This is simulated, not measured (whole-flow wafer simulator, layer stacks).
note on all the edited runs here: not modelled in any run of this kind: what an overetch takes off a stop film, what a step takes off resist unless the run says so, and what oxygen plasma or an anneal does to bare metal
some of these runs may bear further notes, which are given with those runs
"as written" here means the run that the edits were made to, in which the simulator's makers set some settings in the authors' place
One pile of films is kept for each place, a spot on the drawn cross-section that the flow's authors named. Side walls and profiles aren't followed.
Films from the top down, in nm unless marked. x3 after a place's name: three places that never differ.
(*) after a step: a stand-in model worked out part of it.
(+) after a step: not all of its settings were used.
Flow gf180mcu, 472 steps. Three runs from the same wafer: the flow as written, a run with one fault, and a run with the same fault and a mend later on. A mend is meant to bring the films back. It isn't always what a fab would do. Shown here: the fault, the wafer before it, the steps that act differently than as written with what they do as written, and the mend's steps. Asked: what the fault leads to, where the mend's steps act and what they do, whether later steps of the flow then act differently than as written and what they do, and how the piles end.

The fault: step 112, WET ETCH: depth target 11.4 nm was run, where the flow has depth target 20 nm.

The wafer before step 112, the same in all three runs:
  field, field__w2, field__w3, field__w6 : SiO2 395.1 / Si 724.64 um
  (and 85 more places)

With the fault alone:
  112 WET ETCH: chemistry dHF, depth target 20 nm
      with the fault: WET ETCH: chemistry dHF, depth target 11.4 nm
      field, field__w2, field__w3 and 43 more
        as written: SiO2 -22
        with the fault: SiO2 -12.5
  Later steps of the flow that act differently than as written (47 more steps differ only slightly, by at most 2% or 0.5 nm, whichever is larger, and aren't shown):
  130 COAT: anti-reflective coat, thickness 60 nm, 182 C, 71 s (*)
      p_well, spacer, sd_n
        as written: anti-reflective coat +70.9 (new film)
        with the fault: anti-reflective coat +79.9 (new film)
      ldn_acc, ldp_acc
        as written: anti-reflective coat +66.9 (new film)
        with the fault: anti-reflective coat +70.5 (new film)
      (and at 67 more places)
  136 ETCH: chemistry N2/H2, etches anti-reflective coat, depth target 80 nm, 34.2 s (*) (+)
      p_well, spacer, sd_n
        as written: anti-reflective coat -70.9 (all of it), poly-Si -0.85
        with the fault: anti-reflective coat -79.9 (all of it), poly-Si -0.62
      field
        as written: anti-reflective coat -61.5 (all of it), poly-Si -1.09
        with the fault: anti-reflective coat -58.5 (all of it), poly-Si -1.17
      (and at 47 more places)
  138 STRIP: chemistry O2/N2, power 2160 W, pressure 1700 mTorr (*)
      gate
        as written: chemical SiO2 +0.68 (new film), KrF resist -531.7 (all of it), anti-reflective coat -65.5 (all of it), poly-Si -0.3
        with the fault: chemical SiO2 +0.68 (new film), KrF resist -532.1 (all of it), anti-reflective coat -69.6 (all of it), poly-Si -0.3
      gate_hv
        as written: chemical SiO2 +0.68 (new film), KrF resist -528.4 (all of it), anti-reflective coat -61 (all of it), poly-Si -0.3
        with the fault: chemical SiO2 +0.68 (new film), KrF resist -530.3 (all of it), anti-reflective coat -62.5 (all of it), poly-Si -0.3
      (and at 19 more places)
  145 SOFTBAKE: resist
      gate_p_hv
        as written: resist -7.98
        with the fault: resist -7.44
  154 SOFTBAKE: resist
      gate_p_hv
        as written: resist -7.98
        with the fault: resist -7.44
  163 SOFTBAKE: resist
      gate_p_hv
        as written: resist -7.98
        with the fault: resist -7.44
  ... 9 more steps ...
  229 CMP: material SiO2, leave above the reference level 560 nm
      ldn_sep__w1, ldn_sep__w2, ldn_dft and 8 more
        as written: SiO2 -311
        with the fault: SiO2 -320.4
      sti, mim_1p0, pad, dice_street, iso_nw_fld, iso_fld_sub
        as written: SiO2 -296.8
        with the fault: SiO2 -306.3
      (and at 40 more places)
  At the end the piles differ from the flow's by more than 2% or 0.5 nm, whichever is larger, at ld_fp_n, ld_fp_p, npoly_u and 9 more.
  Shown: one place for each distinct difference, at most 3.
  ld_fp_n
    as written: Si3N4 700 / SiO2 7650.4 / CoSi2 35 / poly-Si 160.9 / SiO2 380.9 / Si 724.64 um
    with the fault: Si3N4 700 / SiO2 7641 / CoSi2 35 / poly-Si 160.9 / SiO2 390.3 / Si 724.64 um
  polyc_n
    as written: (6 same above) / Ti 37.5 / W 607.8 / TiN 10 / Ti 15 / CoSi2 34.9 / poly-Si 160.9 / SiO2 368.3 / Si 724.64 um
    with the fault: (6 same above) / Ti 37.5 / W 598.3 / TiN 10 / Ti 15 / CoSi2 34.9 / poly-Si 160.9 / SiO2 377.8 / Si 724.64 um
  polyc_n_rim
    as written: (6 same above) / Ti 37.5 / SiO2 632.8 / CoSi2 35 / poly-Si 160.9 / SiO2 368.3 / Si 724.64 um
    with the fault: (6 same above) / Ti 37.5 / SiO2 623.3 / CoSi2 35 / poly-Si 160.9 / SiO2 377.8 / Si 724.64 um

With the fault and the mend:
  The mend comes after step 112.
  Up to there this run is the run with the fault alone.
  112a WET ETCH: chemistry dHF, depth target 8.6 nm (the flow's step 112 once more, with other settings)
      field, field__w2, field__w3 and 43 more
        SiO2 -8.6
  Later steps of the flow that act differently than as written (56 more steps differ only slightly, by at most 2% or 0.5 nm, whichever is larger, and aren't shown):
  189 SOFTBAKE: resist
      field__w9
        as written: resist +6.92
        with the mend: resist -3.07
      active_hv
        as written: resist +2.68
        with the mend: resist -0.53
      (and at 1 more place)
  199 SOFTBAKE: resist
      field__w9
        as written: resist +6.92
        with the mend: resist -3.07
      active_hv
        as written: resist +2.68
        with the mend: resist -0.53
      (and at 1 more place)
  At the end the piles differ from the flow's only slightly at the places that both follow, by at most 2% or 0.5 nm, whichever is larger.
